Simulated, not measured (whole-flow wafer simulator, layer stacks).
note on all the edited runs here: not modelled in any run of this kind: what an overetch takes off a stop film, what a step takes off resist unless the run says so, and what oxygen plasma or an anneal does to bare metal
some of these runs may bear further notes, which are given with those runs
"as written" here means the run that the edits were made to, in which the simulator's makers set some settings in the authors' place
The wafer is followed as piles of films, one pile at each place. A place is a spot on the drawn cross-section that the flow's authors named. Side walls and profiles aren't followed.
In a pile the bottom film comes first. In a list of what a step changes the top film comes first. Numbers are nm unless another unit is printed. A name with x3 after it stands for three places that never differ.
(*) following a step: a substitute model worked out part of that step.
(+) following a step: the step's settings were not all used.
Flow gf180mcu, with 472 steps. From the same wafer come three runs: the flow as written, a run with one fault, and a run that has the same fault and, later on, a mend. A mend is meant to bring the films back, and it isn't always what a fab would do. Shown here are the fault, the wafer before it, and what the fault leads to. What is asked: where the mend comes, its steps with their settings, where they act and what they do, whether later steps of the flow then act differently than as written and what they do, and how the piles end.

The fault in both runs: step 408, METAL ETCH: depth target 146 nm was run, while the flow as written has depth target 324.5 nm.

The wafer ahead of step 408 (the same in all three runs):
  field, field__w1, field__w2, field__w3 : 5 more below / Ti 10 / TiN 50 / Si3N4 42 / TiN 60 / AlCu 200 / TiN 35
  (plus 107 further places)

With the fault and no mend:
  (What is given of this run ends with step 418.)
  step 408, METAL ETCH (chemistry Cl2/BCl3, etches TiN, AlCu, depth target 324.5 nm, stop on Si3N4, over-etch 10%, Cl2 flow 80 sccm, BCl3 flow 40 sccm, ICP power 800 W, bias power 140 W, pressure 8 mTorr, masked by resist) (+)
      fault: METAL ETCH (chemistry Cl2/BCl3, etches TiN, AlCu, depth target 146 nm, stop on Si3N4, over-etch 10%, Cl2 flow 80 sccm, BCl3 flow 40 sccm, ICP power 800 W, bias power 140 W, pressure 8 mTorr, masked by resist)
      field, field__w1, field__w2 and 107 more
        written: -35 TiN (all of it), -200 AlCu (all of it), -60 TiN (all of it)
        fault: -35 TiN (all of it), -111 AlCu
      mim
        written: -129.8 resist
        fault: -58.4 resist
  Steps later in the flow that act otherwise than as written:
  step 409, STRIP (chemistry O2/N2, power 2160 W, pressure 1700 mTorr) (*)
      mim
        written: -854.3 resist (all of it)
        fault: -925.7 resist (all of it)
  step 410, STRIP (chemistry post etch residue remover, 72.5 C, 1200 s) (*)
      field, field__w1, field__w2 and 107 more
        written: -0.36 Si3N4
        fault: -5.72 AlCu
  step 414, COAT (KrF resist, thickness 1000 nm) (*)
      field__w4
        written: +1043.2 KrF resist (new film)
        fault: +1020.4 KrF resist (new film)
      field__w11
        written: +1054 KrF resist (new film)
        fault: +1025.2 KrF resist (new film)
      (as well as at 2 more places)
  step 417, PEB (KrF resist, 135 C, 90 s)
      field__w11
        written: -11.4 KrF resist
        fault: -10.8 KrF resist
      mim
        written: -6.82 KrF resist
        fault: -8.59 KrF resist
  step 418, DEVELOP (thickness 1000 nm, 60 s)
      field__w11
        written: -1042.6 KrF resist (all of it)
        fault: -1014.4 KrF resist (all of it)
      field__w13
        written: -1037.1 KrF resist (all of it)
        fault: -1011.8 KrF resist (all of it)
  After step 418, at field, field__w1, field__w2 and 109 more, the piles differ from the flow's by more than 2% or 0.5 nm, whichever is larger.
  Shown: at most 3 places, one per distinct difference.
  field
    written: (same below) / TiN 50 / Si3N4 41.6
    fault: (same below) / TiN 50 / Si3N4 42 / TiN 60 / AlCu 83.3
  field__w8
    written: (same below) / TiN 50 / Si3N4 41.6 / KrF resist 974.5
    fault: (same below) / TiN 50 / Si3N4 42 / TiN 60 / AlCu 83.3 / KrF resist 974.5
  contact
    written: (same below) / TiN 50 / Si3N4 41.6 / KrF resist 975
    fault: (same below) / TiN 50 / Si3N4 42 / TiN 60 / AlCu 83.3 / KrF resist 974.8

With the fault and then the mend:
  After step 410 comes the mend.
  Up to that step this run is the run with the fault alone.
  step 410a, DEHYDRATE (200 C, 60 s) (a further turn of the flow's step 401)
      leaves every film unchanged at each place that is followed
  step 410b, HMDS (120 C, 60 s) (a further turn of the flow's step 402)
      leaves every film unchanged at each place that is followed
  step 410c, COAT (resist, thickness 1000 nm) (*) (a further turn of the flow's step 403)
      field__w8, m1__w1, iso_ptap_pw and 39 more
        +1000 resist (new film)
      n_well, gate_hv, sd_p, gate_p, contact, m1, active_hv, nw_enc_fld_lv__w3
        +1000.5 resist (new film)
      field, ld_fp_p, ld_drift_p, ld_drn_p, ld_body_p_dnw, nw_sep_fld, m1_nw
        +1000.9 resist (new film)
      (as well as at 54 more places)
  step 410d, SOFTBAKE (resist) (a further turn of the flow's step 404)
      field__w9, nplus_u
        -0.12 resist
      field__w2
        +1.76 resist
      field__w3
        +1.85 resist
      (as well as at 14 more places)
  step 410e, EXPOSE (photomask FuseTop) (a further turn of the flow's step 405)
      leaves every film unchanged at each place that is followed
  step 410f, PEB (resist, 70.3 s) (a further turn of the flow's step 406)
      field, field__w1, field__w2 and 99 more
        -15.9 resist
      field__w7, field__w12, pplus_u, ppoly_u, ppoly_sal
        -16 resist
      field__w11, field__w13, npoly_sal
        -16.1 resist
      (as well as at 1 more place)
  step 410g, DEVELOP (thickness 1000 nm, 60 s) (a further turn of the flow's step 407)
      field__w8, m1__w1, iso_ptap_pw and 39 more
        -984.1 resist (all of it)
      field__w10, active, p_well and 6 more
        -984.5 resist (all of it)
      field_sub__w1, field_sub__w5, n_well and 6 more
        -984.7 resist (all of it)
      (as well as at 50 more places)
  step 410h, METAL ETCH (chemistry Cl2/BCl3, etches TiN, AlCu, depth target 178.5 nm, stop on Si3N4, over-etch 10%, Cl2 flow 80 sccm, BCl3 flow 40 sccm, ICP power 800 W, bias power 140 W, pressure 8 mTorr, masked by resist) (+) (a further turn of the flow's step 408, with different settings)
      field, field__w1, field__w2 and 107 more
        -83.3 AlCu (all of it), -60 TiN (all of it)
      mim
        -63 resist
  step 410i, STRIP (chemistry O2/N2, power 2160 W, pressure 1700 mTorr) (*) (a further turn of the flow's step 409)
      mim
        -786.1 resist (all of it)
  step 410j, STRIP (chemistry post etch residue remover, 72.5 C, 1200 s) (*) (a further turn of the flow's step 410)
      field, field__w1, field__w2 and 107 more
        -0.36 Si3N4
      mim
        -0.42 TiN
  None of the later steps of the flow differs from how it acts as written, at any place that is followed, by more than 2% or 0.5 nm, whichever is larger.
  When the end is reached, the piles differ only a little from the flow's at the places that both follow, at most by 2% or 0.5 nm, whichever is larger.
